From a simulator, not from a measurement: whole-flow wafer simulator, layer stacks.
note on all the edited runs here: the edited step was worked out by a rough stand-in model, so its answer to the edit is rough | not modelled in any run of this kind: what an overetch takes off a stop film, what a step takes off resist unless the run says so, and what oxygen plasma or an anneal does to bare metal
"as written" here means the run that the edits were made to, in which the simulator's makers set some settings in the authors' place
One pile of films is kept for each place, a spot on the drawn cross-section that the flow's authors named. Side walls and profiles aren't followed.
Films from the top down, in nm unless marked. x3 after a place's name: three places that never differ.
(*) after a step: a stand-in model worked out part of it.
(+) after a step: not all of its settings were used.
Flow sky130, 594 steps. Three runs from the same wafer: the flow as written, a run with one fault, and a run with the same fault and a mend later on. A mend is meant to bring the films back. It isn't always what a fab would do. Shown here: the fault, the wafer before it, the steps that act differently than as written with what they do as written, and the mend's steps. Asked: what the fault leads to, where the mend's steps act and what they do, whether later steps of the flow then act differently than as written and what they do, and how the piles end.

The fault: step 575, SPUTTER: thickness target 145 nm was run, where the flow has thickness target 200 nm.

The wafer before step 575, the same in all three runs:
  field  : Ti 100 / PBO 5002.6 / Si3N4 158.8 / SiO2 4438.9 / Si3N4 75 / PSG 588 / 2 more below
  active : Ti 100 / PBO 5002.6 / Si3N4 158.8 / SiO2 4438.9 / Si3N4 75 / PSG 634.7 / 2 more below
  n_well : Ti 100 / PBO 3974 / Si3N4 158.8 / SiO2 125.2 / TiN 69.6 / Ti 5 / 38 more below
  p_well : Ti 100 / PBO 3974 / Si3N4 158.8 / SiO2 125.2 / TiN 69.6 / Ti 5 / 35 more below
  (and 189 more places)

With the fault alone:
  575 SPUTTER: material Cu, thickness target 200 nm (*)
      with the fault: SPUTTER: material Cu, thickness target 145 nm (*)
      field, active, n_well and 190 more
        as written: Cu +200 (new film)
        with the fault: Cu +145 (new film)
  Later steps of the flow that act differently than as written (7 more steps differ only slightly, by at most 2% or 0.5 nm, whichever is larger, and aren't shown):
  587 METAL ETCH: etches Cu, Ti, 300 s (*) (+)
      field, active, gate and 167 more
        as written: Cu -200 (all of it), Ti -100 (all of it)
        with the fault: Cu -145 (all of it), Ti -100 (all of it)
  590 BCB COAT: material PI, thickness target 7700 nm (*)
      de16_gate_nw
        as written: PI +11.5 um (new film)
        with the fault: PI +11.45 um (new film)
  At the end the piles differ from the flow's by more than 2% or 0.5 nm, whichever is larger, at mim, sd_hvn, dext_nw_sti and 11 more.
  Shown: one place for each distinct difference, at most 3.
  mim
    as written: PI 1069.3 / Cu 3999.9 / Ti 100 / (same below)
    with the fault: PI 1120.8 / Cu 3944.9 / Ti 100 / (same below)
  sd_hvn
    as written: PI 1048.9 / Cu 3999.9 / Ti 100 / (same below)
    with the fault: PI 1101.9 / Cu 3944.9 / Ti 100 / (same below)
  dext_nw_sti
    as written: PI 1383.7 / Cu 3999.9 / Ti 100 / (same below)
    with the fault: PI 1433.1 / Cu 3944.9 / Ti 100 / (same below)

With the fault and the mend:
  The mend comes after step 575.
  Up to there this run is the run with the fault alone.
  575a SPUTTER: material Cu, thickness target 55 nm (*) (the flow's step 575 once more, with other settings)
      field, active, n_well and 190 more
        Cu +55
  No later step of the flow acts differently than as written at any place that is followed.
  At the end the piles are the same as the flow's at every place that both follow.
